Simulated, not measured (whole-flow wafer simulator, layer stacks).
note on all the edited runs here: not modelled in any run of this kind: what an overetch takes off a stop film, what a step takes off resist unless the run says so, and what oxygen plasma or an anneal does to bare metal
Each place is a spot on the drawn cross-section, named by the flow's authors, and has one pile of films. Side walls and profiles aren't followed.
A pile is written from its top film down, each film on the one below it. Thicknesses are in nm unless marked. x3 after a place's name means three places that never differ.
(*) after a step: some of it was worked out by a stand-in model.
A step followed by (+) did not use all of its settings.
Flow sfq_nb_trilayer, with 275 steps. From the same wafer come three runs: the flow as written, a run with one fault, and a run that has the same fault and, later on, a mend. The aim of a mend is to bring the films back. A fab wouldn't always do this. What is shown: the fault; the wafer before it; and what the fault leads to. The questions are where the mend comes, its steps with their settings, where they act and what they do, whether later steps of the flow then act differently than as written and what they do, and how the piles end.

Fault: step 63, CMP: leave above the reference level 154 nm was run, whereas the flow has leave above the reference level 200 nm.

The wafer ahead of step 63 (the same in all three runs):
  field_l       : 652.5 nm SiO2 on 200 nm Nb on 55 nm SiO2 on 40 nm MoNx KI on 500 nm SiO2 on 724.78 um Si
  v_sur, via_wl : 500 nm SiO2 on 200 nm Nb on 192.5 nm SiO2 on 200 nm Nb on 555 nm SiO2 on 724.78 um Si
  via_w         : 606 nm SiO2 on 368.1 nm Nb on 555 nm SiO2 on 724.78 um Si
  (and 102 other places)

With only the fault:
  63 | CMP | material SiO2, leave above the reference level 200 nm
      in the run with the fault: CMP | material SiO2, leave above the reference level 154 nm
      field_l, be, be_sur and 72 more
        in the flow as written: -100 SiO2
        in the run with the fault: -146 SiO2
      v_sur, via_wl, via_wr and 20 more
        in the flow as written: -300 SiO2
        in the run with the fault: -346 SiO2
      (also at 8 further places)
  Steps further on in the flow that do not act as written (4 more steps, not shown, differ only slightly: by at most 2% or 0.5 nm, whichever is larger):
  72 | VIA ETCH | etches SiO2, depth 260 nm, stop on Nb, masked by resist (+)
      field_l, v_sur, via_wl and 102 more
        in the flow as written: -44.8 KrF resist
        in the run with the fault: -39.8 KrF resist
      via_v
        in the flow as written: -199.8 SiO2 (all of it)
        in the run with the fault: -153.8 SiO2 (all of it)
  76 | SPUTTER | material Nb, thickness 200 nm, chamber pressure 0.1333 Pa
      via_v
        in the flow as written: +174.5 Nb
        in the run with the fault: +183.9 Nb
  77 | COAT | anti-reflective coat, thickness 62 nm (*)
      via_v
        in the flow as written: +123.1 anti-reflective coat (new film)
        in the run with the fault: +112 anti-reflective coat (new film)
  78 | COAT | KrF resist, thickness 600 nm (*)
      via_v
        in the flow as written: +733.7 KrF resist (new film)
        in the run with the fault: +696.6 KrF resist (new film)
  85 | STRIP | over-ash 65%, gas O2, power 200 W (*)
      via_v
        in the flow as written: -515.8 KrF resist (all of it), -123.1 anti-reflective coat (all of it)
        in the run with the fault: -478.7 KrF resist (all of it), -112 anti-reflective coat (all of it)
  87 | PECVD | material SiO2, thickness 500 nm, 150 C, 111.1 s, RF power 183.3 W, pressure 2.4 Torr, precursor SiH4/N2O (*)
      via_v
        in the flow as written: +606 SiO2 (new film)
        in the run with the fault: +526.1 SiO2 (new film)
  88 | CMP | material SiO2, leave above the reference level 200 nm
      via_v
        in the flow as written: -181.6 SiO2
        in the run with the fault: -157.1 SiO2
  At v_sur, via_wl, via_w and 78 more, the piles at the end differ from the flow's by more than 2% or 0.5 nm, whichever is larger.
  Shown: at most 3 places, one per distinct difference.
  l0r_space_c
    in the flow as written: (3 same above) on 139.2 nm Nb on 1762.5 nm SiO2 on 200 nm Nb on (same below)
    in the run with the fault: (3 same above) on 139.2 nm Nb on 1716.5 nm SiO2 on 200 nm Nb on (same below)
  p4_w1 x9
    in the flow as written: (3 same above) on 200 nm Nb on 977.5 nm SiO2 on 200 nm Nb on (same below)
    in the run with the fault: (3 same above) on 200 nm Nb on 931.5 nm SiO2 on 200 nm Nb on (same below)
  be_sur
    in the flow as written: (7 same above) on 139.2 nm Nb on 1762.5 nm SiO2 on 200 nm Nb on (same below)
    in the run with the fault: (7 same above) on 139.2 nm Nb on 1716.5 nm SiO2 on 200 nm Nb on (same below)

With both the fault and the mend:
  The mend stands after step 70.
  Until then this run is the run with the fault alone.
  70a | STRIP | over-ash 65%, gas O2, power 200 W (*)
      field_l, v_sur, via_wl and 102 more
        -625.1 KrF resist (all of it), -62 anti-reflective coat (all of it)
      via_v
        -62 anti-reflective coat (all of it)
  70b | PECVD | material SiO2, thickness 46 nm, 150 C, 10.22 s, RF power 183.3 W, pressure 2.4 Torr, precursor SiH4/N2O (the flow's step 62, run once more with other settings)
      field_l, v_sur, via_wl and 103 more
        +46 SiO2
  70c | COAT | anti-reflective coat, thickness 62 nm (the flow's step 65, run once more)
      field_l, v_sur, via_wl and 103 more
        +62 anti-reflective coat (new film)
  70d | COAT | KrF resist, thickness 650 nm (the flow's step 66, run once more)
      field_l, v_sur, via_wl and 103 more
        +650 KrF resist (new film)
  70e | SOFTBAKE | KrF resist (the flow's step 67, run once more)
      leaves every film unchanged at each place that is followed
  70f | EXPOSE | photomask I1, dose 11.91 mJ/cm2, NA 0.6, wavelength 248 nm (*) (the flow's step 68, run once more)
      leaves every film unchanged at each place that is followed
  70g | PEB | KrF resist, 90 s (the flow's step 69, run once more)
      field_l, v_sur, via_wl and 103 more
        -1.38 KrF resist
  70h | DEVELOP | KrF resist, thickness 650 nm, 60 s (the flow's step 70, run once more)
      field_l, v_sur, via_wl and 102 more
        -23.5 KrF resist
      via_v
        -648.6 KrF resist (all of it)
  Every later step of the flow that is run acts as written at every place that is followed.
  The piles end the same as the flow's at every place that both follow.
